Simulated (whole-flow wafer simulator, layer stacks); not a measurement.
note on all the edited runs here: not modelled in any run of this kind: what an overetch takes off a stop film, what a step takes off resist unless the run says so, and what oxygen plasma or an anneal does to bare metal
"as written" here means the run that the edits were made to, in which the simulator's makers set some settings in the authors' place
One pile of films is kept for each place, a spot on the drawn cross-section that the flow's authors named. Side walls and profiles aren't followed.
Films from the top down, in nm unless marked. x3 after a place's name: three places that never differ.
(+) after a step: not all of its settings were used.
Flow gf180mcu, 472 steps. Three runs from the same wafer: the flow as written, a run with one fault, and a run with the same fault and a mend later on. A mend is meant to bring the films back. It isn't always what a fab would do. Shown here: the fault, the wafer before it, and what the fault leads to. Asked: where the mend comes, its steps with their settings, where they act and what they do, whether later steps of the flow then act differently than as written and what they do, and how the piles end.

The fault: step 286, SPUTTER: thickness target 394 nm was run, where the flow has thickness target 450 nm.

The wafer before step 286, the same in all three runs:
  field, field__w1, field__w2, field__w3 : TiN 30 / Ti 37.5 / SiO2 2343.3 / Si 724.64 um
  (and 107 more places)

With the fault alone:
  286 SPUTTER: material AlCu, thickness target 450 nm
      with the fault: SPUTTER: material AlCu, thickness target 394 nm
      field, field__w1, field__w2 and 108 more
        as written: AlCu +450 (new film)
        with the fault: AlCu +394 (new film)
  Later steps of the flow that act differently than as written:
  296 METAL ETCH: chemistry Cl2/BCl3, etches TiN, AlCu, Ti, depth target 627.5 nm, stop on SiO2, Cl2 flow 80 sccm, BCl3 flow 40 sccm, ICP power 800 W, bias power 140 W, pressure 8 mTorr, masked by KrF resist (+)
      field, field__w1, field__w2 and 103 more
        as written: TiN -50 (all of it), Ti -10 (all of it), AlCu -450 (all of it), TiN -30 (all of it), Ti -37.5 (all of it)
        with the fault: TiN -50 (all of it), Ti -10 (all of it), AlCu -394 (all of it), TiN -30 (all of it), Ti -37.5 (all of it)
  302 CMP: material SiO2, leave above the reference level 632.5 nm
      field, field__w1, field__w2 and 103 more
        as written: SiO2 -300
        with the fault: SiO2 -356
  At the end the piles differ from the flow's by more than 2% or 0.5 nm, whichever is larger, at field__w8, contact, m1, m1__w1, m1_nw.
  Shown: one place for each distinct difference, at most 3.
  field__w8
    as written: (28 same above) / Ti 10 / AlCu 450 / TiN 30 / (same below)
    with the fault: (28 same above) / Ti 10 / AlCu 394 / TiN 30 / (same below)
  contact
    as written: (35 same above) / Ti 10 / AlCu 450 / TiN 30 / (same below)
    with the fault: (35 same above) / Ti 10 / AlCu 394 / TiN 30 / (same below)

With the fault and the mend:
  The mend comes after step 286.
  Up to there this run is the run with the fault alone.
  286a SPUTTER: material AlCu, thickness target 56 nm (the flow's step 286 once more, with other settings)
      field, field__w1, field__w2 and 108 more
        AlCu +56
  No later step of the flow acts differently than as written at any place that is followed.
  At the end the piles are the same as the flow's at every place that both follow.
